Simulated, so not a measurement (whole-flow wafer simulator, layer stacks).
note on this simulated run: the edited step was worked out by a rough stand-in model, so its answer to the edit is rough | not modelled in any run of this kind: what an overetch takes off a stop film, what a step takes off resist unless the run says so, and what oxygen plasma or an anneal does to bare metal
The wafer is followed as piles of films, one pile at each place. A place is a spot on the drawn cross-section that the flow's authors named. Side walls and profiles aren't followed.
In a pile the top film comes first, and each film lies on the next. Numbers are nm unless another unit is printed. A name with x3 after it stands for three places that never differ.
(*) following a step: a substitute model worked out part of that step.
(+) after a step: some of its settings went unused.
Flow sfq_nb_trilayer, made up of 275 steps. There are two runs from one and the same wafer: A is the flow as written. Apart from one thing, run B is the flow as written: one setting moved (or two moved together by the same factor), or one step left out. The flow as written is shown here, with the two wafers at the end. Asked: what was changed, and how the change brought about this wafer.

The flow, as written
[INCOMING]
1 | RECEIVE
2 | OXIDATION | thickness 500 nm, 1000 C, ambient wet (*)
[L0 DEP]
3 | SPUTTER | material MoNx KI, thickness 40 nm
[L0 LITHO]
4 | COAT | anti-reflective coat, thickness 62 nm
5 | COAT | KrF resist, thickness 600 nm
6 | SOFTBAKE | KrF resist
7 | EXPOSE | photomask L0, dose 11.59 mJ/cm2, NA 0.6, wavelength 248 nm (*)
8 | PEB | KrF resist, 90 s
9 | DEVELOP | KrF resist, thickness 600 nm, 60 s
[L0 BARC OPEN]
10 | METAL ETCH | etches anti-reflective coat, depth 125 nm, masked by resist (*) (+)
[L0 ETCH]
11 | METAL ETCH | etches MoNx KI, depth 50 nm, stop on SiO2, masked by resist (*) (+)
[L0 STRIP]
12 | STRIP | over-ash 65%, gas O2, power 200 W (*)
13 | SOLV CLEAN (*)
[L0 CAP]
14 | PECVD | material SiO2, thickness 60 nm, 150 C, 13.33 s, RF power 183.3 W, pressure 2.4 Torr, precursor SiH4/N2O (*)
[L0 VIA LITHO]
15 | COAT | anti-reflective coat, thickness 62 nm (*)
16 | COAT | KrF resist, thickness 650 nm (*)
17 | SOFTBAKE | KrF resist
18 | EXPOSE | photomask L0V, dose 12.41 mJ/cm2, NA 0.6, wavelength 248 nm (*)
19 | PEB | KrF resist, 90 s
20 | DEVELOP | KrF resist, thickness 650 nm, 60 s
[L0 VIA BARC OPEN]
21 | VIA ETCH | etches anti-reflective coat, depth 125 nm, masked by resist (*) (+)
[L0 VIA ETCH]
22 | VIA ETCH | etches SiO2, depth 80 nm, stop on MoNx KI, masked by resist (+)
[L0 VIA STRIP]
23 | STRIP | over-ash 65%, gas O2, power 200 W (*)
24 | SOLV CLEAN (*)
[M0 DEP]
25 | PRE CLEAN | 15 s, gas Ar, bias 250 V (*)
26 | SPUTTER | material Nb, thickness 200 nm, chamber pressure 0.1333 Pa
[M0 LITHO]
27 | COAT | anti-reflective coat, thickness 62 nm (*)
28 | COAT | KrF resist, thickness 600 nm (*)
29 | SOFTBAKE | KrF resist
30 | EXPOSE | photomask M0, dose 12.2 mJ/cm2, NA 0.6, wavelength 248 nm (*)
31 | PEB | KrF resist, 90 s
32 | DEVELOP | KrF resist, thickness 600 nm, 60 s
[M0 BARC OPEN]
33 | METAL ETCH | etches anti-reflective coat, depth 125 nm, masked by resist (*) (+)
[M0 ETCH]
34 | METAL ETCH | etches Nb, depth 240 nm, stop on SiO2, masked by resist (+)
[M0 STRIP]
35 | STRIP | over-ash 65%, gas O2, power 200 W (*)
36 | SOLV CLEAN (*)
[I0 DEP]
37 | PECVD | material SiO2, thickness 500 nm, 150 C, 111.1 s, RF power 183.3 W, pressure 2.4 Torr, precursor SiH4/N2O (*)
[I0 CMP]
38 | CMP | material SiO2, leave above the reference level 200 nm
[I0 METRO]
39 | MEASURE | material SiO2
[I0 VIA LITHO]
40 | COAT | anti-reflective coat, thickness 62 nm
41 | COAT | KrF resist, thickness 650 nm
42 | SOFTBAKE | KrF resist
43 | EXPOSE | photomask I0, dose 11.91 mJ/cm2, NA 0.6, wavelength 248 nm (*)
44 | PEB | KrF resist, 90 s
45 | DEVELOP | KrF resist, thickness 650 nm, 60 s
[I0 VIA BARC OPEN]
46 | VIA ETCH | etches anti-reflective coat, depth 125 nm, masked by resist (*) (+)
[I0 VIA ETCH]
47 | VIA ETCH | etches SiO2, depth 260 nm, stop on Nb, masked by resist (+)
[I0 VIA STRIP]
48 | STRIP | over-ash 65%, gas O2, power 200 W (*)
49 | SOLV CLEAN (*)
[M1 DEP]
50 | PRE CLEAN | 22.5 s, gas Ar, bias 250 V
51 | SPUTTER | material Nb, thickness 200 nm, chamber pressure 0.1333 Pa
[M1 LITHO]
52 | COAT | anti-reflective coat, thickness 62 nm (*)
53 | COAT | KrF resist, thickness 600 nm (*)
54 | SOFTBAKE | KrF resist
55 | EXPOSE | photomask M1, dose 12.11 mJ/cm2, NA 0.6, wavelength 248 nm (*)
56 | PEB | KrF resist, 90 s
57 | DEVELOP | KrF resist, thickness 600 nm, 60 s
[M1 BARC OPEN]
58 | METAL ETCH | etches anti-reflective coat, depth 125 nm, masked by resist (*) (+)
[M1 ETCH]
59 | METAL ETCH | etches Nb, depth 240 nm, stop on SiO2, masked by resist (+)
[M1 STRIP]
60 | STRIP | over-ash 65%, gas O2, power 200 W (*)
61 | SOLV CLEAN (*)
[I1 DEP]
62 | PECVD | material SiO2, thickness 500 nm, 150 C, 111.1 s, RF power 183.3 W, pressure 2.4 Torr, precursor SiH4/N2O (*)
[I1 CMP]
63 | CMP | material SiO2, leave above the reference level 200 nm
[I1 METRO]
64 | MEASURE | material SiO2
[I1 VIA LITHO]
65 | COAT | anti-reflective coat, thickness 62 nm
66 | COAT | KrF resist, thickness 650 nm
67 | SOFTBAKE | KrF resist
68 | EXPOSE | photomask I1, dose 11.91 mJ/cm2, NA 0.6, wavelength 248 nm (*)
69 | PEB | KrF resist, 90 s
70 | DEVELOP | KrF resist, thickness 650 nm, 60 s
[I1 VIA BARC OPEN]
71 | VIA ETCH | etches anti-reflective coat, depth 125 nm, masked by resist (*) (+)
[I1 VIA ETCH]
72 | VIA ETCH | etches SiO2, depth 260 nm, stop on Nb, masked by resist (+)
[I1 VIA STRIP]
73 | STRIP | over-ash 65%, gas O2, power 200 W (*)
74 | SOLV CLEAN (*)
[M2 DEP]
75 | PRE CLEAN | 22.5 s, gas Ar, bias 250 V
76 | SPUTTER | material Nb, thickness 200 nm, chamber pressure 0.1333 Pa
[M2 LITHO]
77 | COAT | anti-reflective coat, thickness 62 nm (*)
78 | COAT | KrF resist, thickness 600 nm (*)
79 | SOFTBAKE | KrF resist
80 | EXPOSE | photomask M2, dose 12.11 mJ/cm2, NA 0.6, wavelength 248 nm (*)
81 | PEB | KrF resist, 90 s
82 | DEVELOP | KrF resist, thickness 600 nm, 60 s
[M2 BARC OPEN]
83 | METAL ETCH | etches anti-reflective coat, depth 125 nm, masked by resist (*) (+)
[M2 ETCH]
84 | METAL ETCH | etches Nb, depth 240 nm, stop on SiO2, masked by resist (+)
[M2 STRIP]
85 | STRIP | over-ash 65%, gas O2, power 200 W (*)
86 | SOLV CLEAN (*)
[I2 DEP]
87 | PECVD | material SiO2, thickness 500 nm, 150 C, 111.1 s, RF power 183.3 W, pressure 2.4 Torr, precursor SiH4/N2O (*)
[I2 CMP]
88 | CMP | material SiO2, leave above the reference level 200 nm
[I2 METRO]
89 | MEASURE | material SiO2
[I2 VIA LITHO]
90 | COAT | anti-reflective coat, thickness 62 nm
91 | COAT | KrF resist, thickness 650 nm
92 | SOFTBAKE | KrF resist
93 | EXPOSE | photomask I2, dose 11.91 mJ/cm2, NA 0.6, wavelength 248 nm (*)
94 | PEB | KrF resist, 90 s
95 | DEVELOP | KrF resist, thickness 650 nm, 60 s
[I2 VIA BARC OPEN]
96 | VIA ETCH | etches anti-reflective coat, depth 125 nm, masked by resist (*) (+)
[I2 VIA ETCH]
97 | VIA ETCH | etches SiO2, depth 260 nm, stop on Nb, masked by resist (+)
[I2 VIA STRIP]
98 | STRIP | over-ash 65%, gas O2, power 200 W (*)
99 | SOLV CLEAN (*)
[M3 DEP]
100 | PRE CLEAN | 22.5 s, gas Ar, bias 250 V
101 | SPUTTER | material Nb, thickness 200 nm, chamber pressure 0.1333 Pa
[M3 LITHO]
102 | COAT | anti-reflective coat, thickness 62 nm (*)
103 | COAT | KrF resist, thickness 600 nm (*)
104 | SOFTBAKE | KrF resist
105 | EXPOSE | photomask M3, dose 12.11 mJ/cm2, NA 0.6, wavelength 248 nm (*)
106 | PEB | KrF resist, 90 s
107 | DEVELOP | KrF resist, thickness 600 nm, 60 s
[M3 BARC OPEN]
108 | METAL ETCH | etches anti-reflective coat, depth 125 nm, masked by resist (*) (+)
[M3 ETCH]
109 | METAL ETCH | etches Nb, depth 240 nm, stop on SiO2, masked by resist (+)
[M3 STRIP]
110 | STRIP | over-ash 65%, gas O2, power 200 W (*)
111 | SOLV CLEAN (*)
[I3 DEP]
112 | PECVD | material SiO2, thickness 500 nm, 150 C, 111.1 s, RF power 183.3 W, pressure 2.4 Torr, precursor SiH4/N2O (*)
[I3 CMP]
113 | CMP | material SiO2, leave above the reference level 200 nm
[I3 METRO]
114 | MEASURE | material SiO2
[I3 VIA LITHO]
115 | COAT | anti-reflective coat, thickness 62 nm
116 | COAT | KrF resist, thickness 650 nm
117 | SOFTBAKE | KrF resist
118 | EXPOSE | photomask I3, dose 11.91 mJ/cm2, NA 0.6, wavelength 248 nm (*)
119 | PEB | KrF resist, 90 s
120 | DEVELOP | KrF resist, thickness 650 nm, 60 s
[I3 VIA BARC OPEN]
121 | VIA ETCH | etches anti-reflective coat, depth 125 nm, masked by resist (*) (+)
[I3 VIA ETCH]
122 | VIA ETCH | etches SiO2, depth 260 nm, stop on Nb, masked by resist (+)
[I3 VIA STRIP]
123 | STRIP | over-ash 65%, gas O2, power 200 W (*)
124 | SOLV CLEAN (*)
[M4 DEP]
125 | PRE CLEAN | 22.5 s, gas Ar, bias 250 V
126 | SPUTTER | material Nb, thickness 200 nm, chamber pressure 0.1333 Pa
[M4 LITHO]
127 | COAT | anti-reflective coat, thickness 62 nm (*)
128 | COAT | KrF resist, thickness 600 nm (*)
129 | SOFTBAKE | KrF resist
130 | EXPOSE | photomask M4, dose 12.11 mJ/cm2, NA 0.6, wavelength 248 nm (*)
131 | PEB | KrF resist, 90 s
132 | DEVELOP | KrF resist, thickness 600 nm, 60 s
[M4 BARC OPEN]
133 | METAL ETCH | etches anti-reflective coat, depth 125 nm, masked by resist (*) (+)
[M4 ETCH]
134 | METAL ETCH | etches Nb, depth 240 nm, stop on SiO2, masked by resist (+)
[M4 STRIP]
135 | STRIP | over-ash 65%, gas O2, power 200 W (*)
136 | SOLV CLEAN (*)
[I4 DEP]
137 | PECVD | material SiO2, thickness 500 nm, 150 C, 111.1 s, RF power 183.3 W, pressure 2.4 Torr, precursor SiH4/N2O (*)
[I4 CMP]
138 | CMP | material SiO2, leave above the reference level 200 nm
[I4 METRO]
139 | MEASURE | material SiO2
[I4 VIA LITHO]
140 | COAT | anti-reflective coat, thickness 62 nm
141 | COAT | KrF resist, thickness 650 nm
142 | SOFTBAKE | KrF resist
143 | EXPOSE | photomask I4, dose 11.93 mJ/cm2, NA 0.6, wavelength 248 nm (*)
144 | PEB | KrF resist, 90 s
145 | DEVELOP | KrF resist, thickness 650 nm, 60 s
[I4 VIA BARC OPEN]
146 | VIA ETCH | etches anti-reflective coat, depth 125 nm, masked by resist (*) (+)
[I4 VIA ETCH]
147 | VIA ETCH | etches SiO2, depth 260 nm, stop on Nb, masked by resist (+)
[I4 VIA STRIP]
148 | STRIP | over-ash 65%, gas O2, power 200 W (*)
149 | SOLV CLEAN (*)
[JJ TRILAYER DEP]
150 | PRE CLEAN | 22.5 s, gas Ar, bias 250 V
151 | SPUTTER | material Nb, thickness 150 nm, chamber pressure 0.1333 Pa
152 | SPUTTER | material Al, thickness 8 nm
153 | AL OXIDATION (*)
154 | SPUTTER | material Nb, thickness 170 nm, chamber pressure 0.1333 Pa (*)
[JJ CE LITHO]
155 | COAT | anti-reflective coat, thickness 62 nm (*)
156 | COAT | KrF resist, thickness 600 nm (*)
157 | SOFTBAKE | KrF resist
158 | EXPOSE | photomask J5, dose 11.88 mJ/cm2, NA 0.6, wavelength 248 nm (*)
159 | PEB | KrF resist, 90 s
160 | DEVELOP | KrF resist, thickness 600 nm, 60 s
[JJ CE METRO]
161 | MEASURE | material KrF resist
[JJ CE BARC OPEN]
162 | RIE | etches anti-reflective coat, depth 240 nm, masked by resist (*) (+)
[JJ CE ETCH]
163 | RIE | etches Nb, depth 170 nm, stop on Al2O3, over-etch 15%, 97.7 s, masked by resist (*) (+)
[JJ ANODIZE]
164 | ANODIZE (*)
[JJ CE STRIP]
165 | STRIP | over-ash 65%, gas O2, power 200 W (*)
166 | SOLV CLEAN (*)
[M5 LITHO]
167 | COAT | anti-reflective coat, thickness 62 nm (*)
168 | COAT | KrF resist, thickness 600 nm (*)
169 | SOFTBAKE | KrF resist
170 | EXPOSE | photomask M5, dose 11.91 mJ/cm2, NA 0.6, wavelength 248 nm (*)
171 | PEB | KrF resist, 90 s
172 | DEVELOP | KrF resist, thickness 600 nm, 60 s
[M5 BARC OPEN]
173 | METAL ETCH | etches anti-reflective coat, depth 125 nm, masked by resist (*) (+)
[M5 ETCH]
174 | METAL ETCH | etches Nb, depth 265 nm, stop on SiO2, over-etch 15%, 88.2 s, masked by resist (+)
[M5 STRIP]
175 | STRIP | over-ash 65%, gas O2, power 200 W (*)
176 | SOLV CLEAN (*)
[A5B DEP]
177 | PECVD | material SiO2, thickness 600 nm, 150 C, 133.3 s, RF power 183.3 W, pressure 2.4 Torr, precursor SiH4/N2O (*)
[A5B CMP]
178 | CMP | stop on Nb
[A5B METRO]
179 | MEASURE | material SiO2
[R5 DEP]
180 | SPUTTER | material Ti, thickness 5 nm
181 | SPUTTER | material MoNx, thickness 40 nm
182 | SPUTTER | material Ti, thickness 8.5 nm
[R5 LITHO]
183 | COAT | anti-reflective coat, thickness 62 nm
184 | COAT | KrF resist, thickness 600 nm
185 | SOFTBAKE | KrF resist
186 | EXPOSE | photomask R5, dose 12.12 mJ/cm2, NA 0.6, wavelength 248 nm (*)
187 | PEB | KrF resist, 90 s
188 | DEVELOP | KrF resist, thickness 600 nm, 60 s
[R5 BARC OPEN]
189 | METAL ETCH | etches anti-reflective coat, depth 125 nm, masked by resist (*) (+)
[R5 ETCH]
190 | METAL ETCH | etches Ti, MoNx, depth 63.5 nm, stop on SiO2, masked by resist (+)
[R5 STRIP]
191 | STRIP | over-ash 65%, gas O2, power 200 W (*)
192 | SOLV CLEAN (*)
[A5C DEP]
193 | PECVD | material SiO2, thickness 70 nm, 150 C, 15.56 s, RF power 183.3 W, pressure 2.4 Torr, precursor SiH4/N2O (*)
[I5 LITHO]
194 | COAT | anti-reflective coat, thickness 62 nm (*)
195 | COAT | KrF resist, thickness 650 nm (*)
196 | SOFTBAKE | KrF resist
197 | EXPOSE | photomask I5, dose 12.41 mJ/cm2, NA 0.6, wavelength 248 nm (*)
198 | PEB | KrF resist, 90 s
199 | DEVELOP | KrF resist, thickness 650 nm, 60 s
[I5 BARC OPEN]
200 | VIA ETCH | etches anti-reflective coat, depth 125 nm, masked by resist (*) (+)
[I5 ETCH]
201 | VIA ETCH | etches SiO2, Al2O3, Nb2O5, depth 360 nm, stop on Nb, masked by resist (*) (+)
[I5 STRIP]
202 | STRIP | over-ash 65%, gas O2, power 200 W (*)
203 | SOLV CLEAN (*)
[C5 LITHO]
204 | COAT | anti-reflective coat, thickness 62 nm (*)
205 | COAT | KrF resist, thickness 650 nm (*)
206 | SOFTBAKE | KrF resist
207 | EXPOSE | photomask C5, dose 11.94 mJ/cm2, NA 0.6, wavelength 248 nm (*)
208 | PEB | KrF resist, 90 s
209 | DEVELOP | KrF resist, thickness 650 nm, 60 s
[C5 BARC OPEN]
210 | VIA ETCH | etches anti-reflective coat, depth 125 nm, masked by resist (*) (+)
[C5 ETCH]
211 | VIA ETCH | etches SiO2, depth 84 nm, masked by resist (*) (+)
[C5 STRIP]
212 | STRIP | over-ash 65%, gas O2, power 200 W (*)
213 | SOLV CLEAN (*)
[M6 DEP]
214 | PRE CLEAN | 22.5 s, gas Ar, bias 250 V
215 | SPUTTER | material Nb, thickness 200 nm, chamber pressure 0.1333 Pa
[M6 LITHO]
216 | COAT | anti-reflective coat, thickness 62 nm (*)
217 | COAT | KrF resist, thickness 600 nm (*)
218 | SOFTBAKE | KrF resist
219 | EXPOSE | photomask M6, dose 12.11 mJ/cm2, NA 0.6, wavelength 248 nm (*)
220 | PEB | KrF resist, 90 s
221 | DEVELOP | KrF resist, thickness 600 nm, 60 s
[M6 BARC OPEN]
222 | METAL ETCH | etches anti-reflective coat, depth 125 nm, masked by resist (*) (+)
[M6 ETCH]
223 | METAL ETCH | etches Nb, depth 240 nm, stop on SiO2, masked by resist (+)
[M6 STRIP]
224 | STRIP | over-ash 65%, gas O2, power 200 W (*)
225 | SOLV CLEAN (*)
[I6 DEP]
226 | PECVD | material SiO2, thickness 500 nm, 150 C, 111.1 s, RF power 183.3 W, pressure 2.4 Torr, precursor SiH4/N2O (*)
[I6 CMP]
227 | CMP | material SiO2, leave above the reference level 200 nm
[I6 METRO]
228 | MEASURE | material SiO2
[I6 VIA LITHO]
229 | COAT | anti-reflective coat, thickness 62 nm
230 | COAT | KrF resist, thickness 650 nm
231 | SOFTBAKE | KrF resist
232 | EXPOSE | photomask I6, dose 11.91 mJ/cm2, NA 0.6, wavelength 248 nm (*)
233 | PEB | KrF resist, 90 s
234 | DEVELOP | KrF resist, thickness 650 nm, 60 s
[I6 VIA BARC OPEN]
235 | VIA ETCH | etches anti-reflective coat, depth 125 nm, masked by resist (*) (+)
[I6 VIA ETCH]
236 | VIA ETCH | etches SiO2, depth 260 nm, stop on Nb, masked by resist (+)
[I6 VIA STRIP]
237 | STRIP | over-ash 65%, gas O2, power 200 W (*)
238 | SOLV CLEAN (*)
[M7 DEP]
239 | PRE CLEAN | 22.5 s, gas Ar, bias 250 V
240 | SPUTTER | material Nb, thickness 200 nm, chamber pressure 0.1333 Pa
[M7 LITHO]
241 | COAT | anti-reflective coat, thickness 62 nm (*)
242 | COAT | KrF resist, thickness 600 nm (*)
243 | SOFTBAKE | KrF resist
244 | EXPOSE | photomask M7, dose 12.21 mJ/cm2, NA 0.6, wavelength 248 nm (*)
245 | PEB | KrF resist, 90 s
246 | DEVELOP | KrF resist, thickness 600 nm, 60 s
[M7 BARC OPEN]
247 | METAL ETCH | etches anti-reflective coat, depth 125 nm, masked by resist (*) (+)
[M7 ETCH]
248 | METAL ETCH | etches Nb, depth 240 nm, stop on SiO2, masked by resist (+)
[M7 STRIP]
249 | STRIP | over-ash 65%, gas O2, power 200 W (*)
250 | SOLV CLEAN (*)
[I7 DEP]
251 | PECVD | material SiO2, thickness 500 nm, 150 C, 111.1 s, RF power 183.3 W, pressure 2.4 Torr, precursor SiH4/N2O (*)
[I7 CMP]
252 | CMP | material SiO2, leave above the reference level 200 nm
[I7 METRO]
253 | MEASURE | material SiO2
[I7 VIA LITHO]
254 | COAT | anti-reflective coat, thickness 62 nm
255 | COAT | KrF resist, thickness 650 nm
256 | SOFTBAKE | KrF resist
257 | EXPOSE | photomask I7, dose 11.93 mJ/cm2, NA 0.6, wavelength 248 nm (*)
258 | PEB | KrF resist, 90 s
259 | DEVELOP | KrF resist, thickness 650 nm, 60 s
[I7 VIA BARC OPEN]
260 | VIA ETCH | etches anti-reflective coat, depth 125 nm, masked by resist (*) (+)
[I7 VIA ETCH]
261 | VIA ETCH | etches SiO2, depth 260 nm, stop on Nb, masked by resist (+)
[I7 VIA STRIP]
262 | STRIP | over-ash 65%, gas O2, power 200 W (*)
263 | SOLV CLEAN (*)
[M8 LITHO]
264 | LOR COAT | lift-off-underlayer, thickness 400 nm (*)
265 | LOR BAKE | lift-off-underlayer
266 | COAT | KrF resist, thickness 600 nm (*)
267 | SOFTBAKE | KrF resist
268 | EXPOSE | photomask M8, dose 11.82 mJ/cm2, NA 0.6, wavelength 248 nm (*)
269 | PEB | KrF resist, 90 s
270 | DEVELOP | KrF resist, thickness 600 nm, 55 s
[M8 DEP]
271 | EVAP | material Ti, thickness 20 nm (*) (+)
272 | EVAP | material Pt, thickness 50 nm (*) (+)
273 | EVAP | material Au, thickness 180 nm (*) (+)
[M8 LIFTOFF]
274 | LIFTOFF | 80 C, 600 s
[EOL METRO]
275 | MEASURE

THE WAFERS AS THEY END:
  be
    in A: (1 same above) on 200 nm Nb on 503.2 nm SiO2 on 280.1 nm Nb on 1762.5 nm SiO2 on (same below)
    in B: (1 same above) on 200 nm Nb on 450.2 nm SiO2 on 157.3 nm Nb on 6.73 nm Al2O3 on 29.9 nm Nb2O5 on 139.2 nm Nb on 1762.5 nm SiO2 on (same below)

Cause: step 201, VIA ETCH: depth 220 nm was run, while the flow as written has depth 360 nm.

The path from the change to this, step by step:
  201 | VIA ETCH | etches SiO2, Al2O3, Nb2O5, depth 360 nm, stop on Nb, masked by resist (*) (+)
      be: A -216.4 SiO2 (all of it), -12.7 Al2O3 (all of it), -29.9 Nb2O5 (all of it) | B -216.4 SiO2 (all of it), -3.64 Al2O3
      field_l, v_sur, via_wl and 102 more: A -240 KrF resist | B -146.7 KrF resist
  202 | STRIP | over-ash 65%, gas O2, power 200 W (*)
      p4_fl, p4_fm, p4_w1 and 44 more: A -333.1 KrF resist (all of it), -62 anti-reflective coat (all of it) | B -426.5 KrF resist (all of it), -62 anti-reflective coat (all of it)
      wl_b_sl, wl_b_m5, wl_b_sr, wl_c_sl, wl_f_sl, wl_f_m6, wl_f_sr, wl_g_sl: A -333 KrF resist (all of it), -62 anti-reflective coat (all of it) | B -426.3 KrF resist (all of it), -62 anti-reflective coat (all of it)
      (also at 50 further places)
  204 | COAT | anti-reflective coat, thickness 62 nm (*)
      wire: A +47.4 anti-reflective coat (new film) | B +48.6 anti-reflective coat (new film)
      be: A +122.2 anti-reflective coat (new film) | B +116.4 anti-reflective coat (new film)
      (also at 1 further place)
  205 | COAT | KrF resist, thickness 650 nm (*)
      be: A +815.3 KrF resist (new film) | B +787.5 KrF resist (new film)
  212 | STRIP | over-ash 65%, gas O2, power 200 W (*)
      wire: A -555.8 KrF resist (all of it), -47.4 anti-reflective coat (all of it) | B -557.9 KrF resist (all of it), -48.6 anti-reflective coat (all of it)
      be: A -728.2 KrF resist (all of it), -122.2 anti-reflective coat (all of it) | B -700.3 KrF resist (all of it), -116.4 anti-reflective coat (all of it)
      (also at 1 further place)
  214 | PRE CLEAN | 22.5 s, gas Ar, bias 250 V
      be: A -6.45 Nb | B -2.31 Al2O3
  215 | SPUTTER | material Nb, thickness 200 nm, chamber pressure 0.1333 Pa
      be: A +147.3 Nb | B +157.3 Nb (new film)
  216 | COAT | anti-reflective coat, thickness 62 nm (*)
      wire: A +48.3 anti-reflective coat (new film) | B +49.5 anti-reflective coat (new film)
      be: A +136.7 anti-reflective coat (new film) | B +128.4 anti-reflective coat (new film)
      (also at 1 further place)
  217 | COAT | KrF resist, thickness 600 nm (*)
      be: A +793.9 KrF resist (new film) | B +756.7 KrF resist (new film)
  224 | STRIP | over-ash 65%, gas O2, power 200 W (*)
      wire: A -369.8 KrF resist (all of it), -48.3 anti-reflective coat (all of it) | B -373.1 KrF resist (all of it), -49.5 anti-reflective coat (all of it)
      be: A -575.8 KrF resist (all of it), -136.7 anti-reflective coat (all of it) | B -538.6 KrF resist (all of it), -128.4 anti-reflective coat (all of it)
      (also at 1 further place)
  226 | PECVD | material SiO2, thickness 500 nm, 150 C, 111.1 s, RF power 183.3 W, pressure 2.4 Torr, precursor SiH4/N2O (*)
      be: A +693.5 SiO2 (new film) | B +640.4 SiO2 (new film)
With metal films that touch counted as one body, be has 4 bodies (between them, from the top down: SiO2 450.2; Al2O3 6.73 / Nb2O5 29.9; SiO2 1762.5); the flow as written gives 3 bodies (between them, from the top down: SiO2 503.2; SiO2 1762.5).
